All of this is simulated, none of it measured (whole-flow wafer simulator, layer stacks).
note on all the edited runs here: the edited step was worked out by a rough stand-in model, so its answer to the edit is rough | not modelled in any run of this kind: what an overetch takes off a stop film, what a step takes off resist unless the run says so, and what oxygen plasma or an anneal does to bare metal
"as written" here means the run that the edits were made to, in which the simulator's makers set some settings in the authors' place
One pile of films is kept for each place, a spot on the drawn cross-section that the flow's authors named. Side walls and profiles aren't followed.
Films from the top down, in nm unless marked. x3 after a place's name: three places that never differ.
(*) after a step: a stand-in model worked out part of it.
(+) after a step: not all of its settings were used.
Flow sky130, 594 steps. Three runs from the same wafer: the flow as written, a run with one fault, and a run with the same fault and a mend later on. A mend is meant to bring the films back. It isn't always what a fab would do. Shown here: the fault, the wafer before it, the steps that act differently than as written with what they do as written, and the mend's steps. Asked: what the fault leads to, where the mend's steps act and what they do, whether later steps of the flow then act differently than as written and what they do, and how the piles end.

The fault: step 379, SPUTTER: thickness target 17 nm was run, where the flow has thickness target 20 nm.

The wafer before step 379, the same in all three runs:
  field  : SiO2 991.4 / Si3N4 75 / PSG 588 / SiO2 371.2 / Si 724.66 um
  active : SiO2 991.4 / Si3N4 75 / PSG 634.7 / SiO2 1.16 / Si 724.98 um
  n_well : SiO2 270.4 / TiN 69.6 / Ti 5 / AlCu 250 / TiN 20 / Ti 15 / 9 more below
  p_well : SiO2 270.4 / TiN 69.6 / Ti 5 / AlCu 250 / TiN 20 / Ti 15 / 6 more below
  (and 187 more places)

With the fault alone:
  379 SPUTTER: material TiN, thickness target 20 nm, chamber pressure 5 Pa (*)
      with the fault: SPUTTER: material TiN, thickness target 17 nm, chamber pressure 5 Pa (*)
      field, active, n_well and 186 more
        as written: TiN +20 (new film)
        with the fault: TiN +17 (new film)
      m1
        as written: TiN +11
        with the fault: TiN +9.33
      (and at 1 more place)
  Later steps of the flow that act differently than as written (8 more steps differ only slightly, by at most 2% or 0.5 nm, whichever is larger, and aren't shown):
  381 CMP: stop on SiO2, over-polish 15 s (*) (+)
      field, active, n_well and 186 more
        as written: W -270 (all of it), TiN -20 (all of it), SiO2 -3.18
        with the fault: W -270 (all of it), TiN -17 (all of it), SiO2 -3.18
  At the end the piles differ from the flow's by more than 2% or 0.5 nm, whichever is larger, at m1, via1_hole.
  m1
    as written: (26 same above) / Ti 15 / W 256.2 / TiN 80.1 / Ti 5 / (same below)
    with the fault: (26 same above) / Ti 15 / W 257.9 / TiN 78.5 / Ti 5 / (same below)
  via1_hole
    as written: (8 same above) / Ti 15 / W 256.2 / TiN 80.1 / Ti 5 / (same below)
    with the fault: (8 same above) / Ti 15 / W 257.9 / TiN 78.5 / Ti 5 / (same below)

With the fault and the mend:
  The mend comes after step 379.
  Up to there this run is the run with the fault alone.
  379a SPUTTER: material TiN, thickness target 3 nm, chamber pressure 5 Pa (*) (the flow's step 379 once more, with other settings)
      field, active, n_well and 186 more
        TiN +3
      m1
        TiN +1.63
      via1_hole
        TiN +1.61
  No later step of the flow acts differently than as written, at any place that is followed, by more than 2% or 0.5 nm, whichever is larger.
  At the end the piles differ from the flow's only slightly at the places that both follow, by at most 2% or 0.5 nm, whichever is larger.
